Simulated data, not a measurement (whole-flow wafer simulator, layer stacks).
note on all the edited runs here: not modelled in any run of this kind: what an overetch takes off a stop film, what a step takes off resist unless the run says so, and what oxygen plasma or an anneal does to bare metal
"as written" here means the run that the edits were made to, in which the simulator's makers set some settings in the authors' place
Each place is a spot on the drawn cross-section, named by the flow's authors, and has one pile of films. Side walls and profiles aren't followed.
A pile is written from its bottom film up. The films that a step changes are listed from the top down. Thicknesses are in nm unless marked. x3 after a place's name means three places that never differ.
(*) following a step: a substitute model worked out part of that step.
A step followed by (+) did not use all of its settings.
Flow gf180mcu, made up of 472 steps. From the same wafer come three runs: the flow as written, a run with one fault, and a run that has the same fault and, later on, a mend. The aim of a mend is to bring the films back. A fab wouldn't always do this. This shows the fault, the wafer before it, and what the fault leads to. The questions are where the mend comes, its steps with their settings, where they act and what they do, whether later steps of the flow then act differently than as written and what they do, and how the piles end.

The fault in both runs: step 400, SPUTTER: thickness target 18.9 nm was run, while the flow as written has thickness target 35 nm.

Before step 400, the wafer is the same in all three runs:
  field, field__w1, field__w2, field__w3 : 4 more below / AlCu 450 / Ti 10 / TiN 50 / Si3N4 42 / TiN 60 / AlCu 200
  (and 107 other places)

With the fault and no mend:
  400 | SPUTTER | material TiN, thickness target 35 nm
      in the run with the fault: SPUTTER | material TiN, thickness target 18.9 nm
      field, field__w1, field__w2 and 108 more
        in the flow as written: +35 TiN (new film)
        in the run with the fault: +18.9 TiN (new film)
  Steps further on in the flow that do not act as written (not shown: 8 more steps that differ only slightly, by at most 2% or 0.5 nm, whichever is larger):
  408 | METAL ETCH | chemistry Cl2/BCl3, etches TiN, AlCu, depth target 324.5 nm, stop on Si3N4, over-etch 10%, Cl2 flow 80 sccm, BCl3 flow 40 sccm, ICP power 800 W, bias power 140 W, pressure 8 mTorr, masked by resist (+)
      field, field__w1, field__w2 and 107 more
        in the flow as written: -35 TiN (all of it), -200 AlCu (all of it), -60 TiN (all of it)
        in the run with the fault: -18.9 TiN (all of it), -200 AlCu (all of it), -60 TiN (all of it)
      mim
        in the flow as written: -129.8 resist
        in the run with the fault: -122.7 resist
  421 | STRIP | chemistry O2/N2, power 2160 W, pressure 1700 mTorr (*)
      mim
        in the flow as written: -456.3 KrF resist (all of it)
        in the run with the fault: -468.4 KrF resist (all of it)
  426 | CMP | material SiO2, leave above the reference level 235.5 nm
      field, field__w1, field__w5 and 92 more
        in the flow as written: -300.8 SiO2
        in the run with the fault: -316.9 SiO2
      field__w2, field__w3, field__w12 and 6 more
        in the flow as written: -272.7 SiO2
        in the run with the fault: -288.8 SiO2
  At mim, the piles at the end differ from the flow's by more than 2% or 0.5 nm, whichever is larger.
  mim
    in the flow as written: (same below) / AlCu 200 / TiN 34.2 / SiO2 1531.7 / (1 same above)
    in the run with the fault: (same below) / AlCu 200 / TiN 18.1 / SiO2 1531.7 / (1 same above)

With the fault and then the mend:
  The mend follows step 400.
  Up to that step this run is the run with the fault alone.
  400a | SPUTTER | material TiN, thickness target 16.1 nm (the flow's step 400 again, with other settings)
      field, field__w1, field__w2 and 108 more
        +16.1 TiN
  None of the later steps of the flow acts differently than as written at any place that is followed.
  The piles end the same as the flow's at every place that both follow.
